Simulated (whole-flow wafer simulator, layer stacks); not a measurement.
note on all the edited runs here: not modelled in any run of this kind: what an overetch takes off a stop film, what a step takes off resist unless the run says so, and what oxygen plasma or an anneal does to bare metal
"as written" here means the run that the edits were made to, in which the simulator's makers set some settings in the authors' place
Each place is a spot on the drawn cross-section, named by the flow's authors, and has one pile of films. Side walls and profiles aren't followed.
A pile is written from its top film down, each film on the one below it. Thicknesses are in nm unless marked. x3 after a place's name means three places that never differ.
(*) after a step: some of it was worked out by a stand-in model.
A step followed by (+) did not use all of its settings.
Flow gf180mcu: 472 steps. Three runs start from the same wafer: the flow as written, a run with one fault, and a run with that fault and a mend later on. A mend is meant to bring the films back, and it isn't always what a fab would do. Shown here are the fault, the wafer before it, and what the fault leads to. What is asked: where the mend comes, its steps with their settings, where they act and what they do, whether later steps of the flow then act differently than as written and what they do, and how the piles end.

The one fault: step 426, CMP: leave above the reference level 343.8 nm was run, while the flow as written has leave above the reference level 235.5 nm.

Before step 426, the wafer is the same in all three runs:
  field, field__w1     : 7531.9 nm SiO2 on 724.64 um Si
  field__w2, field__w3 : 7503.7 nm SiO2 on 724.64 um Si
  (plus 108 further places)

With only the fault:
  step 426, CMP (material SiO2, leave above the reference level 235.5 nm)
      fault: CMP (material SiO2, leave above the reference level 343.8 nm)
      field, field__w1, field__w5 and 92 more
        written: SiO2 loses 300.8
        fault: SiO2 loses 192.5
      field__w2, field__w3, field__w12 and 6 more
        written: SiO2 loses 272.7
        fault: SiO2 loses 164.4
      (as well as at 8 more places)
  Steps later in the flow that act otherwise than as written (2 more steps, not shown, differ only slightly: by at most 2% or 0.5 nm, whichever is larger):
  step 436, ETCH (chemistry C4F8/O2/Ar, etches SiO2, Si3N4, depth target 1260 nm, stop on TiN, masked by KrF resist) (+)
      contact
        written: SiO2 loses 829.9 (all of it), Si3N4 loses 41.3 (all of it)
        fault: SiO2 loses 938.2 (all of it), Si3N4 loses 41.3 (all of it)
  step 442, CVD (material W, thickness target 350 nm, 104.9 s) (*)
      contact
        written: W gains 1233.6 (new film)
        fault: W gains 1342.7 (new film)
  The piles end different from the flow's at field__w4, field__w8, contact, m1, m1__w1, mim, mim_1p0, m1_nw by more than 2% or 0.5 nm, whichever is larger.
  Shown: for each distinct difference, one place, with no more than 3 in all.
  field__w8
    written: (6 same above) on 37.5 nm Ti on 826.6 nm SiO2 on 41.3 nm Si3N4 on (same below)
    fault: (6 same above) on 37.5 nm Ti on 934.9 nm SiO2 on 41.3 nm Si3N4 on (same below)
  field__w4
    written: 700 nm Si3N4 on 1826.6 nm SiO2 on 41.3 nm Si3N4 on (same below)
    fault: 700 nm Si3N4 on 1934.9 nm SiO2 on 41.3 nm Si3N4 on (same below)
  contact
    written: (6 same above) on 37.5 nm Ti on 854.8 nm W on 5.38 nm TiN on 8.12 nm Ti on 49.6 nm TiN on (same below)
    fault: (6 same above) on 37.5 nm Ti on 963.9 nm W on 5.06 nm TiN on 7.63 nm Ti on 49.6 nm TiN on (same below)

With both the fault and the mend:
  After step 426 comes the mend.
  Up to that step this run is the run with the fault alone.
  step 426a, CMP (material SiO2, leave above the reference level 235.5 nm) (the flow's step 426 again)
      field, field__w1, field__w2 and 109 more
        SiO2 loses 108.3
  Every later step of the flow that is run acts as written at every place that is followed.
  By the end, the piles equal the flow's at every place that both follow.
